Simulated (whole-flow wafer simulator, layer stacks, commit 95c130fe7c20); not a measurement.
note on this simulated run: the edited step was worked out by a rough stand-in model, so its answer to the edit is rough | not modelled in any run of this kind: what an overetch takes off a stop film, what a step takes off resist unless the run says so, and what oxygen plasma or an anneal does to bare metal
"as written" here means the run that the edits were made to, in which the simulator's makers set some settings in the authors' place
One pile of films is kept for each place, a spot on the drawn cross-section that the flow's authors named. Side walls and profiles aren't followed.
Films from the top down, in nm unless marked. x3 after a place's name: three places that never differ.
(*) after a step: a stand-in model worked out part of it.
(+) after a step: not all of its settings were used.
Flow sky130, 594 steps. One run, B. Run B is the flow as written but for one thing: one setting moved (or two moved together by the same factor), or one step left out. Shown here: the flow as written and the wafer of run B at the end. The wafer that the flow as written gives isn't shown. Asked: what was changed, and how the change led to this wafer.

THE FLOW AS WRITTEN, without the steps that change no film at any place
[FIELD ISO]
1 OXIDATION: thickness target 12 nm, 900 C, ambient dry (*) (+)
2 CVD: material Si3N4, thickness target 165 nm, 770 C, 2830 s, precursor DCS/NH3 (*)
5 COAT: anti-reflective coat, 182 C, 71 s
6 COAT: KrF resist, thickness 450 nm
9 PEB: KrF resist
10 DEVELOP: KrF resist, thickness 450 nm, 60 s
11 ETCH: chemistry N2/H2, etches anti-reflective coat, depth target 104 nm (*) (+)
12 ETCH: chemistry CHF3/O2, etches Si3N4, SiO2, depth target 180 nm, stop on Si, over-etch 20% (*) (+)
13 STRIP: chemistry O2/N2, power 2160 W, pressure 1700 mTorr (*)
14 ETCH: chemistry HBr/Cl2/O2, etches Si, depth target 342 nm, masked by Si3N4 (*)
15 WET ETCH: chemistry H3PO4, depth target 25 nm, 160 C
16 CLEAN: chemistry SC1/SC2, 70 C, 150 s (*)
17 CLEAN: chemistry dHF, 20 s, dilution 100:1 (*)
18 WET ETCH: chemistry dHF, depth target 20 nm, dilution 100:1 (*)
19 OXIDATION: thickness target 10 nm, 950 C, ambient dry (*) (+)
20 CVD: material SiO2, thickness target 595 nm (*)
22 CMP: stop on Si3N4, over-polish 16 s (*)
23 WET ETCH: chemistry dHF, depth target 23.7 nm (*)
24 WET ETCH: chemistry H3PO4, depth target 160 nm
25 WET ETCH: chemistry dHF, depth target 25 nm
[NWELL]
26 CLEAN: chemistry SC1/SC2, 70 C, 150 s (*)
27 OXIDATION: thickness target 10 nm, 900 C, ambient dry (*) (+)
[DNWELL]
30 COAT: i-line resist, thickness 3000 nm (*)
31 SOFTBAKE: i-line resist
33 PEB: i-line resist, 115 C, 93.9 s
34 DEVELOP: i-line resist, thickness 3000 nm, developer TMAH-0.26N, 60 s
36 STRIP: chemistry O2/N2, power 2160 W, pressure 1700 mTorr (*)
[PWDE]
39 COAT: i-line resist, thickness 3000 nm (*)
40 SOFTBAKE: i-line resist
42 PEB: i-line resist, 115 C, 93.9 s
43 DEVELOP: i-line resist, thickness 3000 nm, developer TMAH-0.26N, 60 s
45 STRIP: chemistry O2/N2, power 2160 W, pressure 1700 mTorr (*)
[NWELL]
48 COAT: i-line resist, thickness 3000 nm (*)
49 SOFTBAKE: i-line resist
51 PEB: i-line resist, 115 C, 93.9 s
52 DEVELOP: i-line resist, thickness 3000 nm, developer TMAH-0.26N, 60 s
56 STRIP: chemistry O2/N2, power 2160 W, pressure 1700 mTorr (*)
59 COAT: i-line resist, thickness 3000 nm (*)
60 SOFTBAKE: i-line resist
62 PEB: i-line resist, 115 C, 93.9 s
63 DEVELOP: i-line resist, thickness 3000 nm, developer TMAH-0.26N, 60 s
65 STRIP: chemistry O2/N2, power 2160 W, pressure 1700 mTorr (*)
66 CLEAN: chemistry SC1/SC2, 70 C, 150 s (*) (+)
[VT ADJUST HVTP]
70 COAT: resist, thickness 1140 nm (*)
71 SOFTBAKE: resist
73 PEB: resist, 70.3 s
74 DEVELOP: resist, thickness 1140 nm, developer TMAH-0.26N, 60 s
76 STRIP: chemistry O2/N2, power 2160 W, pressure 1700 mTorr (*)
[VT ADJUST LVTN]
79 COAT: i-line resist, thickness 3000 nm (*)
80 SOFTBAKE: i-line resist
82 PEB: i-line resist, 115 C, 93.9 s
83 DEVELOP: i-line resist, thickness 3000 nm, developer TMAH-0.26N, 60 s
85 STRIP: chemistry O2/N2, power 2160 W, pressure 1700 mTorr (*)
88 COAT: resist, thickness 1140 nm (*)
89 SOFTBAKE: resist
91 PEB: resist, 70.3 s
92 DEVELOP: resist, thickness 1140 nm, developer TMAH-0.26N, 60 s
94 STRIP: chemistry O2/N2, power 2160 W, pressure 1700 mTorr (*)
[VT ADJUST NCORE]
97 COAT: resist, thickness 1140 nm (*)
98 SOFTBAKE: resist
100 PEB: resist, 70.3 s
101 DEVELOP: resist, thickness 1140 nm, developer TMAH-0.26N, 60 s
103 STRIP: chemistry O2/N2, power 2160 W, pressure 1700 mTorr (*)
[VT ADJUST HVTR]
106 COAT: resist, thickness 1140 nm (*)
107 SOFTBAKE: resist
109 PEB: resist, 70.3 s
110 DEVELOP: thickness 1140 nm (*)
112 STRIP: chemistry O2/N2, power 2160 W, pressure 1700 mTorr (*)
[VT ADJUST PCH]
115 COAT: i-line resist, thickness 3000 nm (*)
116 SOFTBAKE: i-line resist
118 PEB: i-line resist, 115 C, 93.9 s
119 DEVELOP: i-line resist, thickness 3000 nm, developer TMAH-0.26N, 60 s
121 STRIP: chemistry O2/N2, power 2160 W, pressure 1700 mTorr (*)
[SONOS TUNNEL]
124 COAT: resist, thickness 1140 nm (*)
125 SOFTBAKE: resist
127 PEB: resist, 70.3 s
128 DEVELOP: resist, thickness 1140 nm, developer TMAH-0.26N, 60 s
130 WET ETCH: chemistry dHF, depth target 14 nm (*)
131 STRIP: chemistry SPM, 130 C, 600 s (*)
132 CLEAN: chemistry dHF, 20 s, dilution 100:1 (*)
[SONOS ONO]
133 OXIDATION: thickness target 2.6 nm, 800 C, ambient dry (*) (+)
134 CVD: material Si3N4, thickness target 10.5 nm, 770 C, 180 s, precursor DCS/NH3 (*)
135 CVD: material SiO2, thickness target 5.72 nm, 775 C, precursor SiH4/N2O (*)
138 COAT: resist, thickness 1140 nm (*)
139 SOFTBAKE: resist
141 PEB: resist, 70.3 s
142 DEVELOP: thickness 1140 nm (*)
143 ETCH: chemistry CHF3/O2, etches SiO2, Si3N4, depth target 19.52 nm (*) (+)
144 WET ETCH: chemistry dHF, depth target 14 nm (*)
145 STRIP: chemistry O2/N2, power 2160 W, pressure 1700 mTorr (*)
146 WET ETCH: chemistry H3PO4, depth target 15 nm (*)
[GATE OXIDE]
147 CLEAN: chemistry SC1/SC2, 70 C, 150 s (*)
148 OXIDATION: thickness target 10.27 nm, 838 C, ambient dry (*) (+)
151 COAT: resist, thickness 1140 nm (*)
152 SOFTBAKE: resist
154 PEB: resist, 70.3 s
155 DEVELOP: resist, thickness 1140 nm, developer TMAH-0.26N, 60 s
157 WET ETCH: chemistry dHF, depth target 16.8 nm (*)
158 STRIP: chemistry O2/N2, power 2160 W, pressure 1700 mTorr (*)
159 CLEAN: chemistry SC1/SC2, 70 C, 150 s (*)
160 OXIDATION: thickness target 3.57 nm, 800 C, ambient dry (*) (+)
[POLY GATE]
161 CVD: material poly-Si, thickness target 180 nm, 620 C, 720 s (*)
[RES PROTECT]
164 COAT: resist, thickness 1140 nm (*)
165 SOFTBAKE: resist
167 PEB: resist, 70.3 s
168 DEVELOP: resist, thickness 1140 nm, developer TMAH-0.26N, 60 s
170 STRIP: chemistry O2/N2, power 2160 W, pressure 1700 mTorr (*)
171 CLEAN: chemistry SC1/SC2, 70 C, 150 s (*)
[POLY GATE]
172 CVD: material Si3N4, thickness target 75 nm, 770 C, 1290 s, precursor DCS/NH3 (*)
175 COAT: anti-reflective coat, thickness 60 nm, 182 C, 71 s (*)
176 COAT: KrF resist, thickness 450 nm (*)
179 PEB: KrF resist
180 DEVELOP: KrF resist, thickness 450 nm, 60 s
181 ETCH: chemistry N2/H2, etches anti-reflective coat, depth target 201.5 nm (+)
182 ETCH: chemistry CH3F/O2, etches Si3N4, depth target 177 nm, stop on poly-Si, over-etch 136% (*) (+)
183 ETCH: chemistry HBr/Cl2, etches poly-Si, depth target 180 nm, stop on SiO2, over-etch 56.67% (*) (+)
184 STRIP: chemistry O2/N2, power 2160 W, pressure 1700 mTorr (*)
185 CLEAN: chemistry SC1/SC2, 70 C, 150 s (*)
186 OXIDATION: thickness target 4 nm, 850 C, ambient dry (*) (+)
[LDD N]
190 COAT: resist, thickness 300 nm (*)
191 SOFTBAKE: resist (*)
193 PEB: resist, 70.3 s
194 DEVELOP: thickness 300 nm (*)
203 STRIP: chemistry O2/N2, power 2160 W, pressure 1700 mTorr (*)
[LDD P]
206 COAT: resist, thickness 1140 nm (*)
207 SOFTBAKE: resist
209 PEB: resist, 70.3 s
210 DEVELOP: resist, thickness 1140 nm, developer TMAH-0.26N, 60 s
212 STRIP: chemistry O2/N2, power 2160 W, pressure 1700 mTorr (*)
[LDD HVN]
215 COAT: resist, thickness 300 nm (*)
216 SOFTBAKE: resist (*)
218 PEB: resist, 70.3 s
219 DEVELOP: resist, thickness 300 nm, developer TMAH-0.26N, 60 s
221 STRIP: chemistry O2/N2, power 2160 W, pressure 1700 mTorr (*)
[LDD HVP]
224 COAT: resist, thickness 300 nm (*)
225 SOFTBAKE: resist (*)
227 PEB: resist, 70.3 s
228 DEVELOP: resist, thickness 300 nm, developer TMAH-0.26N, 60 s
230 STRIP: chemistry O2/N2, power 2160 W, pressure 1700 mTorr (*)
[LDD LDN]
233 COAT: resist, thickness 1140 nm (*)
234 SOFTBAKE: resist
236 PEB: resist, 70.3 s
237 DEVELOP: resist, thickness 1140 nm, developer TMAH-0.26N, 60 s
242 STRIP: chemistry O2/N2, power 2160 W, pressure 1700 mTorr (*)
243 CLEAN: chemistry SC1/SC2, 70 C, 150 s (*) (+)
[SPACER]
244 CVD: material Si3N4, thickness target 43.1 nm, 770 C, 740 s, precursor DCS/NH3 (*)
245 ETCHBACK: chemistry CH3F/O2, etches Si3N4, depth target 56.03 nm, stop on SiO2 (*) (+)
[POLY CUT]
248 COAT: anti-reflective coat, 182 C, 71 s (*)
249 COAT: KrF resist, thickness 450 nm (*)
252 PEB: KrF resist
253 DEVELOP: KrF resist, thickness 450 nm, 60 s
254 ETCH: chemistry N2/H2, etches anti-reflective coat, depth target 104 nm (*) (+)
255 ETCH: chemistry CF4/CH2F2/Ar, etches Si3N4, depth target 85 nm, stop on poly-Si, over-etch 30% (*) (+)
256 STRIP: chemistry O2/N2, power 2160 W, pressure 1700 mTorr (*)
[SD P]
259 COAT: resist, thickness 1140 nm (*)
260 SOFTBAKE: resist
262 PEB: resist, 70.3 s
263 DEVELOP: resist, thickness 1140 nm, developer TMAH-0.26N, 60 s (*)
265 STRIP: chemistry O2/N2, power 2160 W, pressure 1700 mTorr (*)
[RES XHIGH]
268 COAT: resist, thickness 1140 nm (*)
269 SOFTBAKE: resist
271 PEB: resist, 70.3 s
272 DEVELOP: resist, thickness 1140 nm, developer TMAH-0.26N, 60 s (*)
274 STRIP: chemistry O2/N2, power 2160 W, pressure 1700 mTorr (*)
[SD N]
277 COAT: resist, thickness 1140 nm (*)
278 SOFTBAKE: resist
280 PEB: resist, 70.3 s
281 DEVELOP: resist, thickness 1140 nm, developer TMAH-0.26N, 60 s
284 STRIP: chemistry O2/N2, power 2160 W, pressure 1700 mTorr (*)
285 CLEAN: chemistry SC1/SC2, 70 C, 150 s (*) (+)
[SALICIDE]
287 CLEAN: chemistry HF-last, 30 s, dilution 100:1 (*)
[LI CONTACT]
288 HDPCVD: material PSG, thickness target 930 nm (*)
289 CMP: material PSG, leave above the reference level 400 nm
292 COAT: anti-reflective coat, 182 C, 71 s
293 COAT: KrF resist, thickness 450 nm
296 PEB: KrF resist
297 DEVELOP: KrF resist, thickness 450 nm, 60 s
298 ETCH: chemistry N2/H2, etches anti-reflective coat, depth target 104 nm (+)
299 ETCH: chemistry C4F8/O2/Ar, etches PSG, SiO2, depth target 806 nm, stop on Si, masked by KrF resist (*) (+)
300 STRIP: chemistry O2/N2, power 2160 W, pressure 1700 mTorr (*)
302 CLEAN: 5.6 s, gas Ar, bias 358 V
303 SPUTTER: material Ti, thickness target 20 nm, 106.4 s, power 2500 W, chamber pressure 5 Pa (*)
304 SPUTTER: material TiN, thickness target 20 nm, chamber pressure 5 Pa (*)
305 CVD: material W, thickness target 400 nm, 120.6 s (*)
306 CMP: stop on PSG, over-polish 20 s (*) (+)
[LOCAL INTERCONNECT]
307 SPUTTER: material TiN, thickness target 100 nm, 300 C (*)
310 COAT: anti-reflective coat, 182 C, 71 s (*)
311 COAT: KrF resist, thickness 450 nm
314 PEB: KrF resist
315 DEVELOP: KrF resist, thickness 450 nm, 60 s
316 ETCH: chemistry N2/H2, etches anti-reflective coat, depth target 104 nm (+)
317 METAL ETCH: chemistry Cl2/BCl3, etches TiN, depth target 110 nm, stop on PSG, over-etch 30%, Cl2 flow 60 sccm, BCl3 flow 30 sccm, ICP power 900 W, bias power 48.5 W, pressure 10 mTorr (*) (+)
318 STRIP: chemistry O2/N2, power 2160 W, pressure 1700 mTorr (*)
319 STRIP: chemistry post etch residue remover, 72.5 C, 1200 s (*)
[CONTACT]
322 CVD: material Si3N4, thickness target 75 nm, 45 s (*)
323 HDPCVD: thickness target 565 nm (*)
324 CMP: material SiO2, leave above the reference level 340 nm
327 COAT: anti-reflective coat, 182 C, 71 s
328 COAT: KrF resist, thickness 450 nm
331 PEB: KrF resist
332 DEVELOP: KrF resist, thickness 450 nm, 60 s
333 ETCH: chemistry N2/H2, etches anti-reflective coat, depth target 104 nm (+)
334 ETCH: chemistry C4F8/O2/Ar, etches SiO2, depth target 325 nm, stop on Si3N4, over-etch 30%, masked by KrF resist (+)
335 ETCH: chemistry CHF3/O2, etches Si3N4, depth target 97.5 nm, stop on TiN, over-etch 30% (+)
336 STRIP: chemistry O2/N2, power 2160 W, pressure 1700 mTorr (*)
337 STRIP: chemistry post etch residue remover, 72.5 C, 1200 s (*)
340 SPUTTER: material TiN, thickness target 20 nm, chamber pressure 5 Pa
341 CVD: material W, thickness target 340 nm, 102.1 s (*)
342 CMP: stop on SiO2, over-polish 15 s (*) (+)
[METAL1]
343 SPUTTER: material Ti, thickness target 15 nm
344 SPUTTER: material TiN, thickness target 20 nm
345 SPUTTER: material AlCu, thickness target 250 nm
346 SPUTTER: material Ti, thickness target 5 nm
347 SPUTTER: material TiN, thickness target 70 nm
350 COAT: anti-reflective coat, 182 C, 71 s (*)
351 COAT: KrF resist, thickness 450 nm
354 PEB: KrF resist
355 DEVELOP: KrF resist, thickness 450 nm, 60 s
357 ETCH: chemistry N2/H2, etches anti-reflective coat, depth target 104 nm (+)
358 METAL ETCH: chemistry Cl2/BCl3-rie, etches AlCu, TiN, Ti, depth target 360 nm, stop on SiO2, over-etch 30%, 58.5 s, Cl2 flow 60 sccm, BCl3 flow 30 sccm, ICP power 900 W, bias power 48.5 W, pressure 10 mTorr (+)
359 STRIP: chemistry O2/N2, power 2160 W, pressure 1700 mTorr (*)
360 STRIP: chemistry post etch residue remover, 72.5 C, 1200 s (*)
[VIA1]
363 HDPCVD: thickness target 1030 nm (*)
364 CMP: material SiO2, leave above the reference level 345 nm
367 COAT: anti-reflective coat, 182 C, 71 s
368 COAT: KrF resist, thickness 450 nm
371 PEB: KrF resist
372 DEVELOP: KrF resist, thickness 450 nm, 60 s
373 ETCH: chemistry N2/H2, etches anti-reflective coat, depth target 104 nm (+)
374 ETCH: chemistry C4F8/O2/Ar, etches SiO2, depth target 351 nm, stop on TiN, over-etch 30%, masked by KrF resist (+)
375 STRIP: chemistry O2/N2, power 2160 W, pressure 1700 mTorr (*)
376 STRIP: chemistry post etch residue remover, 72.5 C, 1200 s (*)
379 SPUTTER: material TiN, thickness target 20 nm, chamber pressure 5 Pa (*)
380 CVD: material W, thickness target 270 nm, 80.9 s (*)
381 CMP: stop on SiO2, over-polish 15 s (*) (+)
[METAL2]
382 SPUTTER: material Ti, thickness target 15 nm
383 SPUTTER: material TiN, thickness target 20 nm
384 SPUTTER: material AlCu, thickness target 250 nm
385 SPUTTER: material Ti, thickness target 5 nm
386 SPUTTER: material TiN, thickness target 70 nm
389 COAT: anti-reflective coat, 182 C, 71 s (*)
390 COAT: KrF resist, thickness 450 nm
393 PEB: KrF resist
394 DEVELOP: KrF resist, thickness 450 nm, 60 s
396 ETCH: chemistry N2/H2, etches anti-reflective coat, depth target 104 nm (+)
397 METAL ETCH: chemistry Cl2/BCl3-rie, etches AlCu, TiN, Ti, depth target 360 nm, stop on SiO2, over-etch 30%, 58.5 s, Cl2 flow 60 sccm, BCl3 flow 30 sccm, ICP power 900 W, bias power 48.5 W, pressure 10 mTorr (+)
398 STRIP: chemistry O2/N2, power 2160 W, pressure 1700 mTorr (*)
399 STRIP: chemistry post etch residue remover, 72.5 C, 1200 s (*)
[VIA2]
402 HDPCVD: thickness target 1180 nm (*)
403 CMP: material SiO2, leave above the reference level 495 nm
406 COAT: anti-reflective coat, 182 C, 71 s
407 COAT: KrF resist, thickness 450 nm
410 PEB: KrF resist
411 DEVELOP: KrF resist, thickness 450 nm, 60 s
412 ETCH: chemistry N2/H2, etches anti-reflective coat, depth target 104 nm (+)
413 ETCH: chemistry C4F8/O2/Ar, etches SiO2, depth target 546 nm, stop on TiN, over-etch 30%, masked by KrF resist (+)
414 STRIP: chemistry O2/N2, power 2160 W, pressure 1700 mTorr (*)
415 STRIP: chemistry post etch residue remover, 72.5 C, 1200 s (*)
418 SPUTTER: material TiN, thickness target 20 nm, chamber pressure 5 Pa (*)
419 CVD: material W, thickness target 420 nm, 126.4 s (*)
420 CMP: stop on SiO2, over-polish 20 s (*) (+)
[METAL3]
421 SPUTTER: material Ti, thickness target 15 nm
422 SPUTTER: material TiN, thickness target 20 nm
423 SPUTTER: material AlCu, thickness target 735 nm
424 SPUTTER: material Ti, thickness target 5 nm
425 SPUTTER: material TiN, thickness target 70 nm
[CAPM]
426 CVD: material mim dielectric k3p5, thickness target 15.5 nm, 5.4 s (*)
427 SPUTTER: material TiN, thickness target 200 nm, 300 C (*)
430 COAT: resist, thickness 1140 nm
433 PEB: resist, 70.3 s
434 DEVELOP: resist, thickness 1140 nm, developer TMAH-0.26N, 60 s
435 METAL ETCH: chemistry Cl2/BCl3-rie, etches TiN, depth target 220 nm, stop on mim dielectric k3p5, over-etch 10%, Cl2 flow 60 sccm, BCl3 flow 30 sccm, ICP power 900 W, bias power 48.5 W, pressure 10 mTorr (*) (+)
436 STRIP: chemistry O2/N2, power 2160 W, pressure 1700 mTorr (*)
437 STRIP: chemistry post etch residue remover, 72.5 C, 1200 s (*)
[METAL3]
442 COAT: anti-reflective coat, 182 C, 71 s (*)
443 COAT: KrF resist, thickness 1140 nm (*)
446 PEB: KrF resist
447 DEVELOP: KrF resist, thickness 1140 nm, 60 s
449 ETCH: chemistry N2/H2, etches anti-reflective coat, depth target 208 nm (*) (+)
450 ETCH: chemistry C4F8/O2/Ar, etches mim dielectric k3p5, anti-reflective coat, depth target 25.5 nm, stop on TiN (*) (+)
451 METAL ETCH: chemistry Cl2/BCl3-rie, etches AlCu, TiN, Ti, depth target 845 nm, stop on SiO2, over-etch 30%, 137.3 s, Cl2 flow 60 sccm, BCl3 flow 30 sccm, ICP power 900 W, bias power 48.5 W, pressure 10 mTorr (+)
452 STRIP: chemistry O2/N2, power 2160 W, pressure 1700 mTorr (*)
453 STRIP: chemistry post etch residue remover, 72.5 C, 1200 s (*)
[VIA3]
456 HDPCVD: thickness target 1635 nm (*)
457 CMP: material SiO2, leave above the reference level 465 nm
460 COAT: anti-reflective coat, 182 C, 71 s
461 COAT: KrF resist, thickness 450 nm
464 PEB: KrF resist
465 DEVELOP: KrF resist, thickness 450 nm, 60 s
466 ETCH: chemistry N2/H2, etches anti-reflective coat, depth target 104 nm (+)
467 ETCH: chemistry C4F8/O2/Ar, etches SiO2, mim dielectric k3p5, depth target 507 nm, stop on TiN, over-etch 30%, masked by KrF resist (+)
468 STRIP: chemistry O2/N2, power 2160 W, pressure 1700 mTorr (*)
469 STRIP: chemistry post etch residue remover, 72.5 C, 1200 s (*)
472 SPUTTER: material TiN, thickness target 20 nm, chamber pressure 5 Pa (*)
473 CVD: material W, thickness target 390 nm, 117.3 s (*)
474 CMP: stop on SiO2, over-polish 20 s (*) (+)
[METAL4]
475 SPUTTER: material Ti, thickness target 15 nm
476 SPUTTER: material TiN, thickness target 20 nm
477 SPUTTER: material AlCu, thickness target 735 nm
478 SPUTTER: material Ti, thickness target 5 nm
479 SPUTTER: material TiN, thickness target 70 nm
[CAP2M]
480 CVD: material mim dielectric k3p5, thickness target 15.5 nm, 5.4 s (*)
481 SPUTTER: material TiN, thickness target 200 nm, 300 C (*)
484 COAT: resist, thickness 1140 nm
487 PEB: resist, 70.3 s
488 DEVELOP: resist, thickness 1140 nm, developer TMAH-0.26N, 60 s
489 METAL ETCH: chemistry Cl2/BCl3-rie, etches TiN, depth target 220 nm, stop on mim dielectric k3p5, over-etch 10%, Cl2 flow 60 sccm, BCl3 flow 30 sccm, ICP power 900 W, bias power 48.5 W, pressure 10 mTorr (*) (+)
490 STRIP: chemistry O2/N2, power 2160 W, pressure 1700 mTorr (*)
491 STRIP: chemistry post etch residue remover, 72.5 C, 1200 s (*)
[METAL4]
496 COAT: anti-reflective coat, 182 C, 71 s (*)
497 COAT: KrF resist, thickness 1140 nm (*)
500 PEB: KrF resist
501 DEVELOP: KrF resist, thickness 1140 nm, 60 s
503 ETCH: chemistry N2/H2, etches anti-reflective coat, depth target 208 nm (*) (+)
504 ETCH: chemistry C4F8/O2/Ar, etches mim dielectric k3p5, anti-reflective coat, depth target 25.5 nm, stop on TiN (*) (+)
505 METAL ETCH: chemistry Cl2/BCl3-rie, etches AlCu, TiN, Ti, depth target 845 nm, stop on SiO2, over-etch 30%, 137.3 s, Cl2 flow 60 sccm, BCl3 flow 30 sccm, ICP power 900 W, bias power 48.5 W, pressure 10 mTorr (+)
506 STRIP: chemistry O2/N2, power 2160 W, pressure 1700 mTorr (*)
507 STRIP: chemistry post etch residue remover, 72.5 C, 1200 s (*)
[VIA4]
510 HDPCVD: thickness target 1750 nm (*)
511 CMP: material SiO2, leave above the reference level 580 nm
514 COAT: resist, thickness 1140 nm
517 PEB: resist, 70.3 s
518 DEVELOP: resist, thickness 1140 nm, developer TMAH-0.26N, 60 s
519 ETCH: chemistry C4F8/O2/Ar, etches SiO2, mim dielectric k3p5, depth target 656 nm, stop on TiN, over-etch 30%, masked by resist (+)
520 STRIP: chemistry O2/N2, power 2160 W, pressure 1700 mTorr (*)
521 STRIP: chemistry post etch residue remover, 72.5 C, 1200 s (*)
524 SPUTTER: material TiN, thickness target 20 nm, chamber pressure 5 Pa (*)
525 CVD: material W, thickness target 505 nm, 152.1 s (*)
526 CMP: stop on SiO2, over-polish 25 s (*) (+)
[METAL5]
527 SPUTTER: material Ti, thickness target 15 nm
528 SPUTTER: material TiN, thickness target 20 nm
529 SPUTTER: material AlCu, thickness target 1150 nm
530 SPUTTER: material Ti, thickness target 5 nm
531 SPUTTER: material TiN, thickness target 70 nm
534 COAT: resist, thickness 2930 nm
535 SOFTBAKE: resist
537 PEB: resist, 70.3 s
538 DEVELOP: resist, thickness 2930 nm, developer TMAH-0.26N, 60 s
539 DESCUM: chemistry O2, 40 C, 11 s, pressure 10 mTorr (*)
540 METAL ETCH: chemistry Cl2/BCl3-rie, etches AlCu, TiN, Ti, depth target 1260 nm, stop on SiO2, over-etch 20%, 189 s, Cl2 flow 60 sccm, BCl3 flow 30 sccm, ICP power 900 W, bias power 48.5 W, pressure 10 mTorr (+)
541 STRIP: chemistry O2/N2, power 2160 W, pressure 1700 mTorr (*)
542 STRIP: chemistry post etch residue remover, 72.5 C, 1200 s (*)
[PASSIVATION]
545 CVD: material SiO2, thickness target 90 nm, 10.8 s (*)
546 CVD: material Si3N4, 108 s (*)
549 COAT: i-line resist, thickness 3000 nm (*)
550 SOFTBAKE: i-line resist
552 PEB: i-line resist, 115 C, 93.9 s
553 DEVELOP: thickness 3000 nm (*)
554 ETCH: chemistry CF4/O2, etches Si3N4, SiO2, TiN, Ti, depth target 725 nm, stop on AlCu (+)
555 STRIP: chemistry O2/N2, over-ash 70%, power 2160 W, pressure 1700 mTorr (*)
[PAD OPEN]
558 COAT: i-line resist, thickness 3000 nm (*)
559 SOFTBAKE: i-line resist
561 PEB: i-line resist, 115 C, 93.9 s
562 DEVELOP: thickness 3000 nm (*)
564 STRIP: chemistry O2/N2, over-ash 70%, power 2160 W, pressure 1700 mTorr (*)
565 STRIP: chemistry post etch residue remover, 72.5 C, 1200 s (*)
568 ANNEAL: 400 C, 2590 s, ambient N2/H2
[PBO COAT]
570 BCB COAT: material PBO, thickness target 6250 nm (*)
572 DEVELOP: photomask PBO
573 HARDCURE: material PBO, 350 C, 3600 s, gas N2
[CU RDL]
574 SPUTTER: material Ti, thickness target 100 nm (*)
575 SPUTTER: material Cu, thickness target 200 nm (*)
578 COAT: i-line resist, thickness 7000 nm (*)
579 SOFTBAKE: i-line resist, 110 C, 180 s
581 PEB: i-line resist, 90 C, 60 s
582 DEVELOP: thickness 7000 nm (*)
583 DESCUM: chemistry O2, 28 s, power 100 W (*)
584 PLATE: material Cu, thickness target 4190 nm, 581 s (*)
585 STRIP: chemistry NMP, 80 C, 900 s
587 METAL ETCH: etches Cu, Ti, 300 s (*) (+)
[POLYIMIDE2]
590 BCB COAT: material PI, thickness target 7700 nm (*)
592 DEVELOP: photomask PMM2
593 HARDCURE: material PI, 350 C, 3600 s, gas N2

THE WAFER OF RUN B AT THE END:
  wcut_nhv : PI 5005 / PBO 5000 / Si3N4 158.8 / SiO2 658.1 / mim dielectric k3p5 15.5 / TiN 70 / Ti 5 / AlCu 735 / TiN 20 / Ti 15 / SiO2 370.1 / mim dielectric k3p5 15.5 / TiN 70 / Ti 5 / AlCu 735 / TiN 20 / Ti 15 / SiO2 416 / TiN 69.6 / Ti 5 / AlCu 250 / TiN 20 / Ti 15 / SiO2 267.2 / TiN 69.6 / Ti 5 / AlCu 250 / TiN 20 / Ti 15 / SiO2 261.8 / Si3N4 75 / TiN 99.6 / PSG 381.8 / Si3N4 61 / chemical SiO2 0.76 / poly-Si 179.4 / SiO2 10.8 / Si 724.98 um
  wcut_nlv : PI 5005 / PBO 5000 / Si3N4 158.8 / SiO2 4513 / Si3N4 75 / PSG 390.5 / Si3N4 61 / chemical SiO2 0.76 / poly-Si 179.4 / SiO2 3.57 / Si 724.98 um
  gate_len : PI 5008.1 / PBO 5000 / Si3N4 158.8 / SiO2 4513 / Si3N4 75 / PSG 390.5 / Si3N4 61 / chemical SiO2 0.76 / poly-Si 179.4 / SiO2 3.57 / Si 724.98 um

The cause: step 545, CVD: thickness target 144 nm was run, where the flow has thickness target 90 nm; step 545, CVD: 17.3 s was run, where the flow has 10.8 s.

How the change led to this, step by step:
  545 CVD: material SiO2, thickness target 90 nm, 10.8 s (*)
      field, active, gate and 175 more: SiO2 +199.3 (as written it would be: SiO2 +125.2)
      n_well, p_well, sd_n and 12 more: SiO2 +199.3 (new film) (as written it would be: SiO2 +125.2 (new film))
  550 SOFTBAKE: i-line resist
      active: i-line resist +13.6 (as written it would be: i-line resist +12)
      gate: i-line resist -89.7 (as written it would be: i-line resist -85.5)
      (and at 61 more places)
  554 ETCH: chemistry CF4/O2, etches Si3N4, SiO2, TiN, Ti, depth target 725 nm, stop on AlCu (+)
      field, active, n_well and 189 more: i-line resist -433 (as written it would be: i-line resist -358.9)
      pad: Si3N4 -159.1 (all of it), SiO2 -199.3 (all of it), TiN -69.6 (all of it), Ti -5 (all of it) (as written it would be: Si3N4 -159.1 (all of it), SiO2 -125.2 (all of it), TiN -69.6 (all of it), Ti -5 (all of it))
  555 STRIP: chemistry O2/N2, over-ash 70%, power 2160 W, pressure 1700 mTorr (*)
      gate_hv, dice_street, iso_guard and 83 more: i-line resist -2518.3 (all of it) (as written it would be: i-line resist -2592.4 (all of it))
      n_well, p_well, sd_n, sd_p: i-line resist -1266.7 (all of it) (as written it would be: i-line resist -1340.8 (all of it))
      (and at 102 more places)
  558 COAT: i-line resist, thickness 3000 nm (*)
      pad: i-line resist +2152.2 (new film) (as written it would be: i-line resist +2077.7 (new film))
  559 SOFTBAKE: i-line resist
      field: i-line resist +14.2 (as written it would be: i-line resist +12.5)
      active: i-line resist +13.6 (as written it would be: i-line resist +12)
      (and at 68 more places)
  561 PEB: i-line resist, 115 C, 93.9 s
      pad: i-line resist -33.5 (as written it would be: i-line resist -32.2)
  562 DEVELOP: thickness 3000 nm (*)
      pad: i-line resist -2118.8 (all of it) (as written it would be: i-line resist -2045.5 (all of it))
  578 COAT: i-line resist, thickness 7000 nm (*)
      pad: i-line resist +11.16 um (new film) (as written it would be: i-line resist +11.08 um (new film))
  579 SOFTBAKE: i-line resist, 110 C, 180 s
      mim, vcap_hvt: i-line resist -18.1 (as written it would be: i-line resist -16.8)
      ndiff_licon_rim, ndiff_licon: i-line resist -8.99 (as written it would be: i-line resist -8.01)
      (and at 28 more places)
  582 DEVELOP: thickness 7000 nm (*)
      pad: i-line resist -11.16 um (all of it) (as written it would be: i-line resist -11.08 um (all of it))
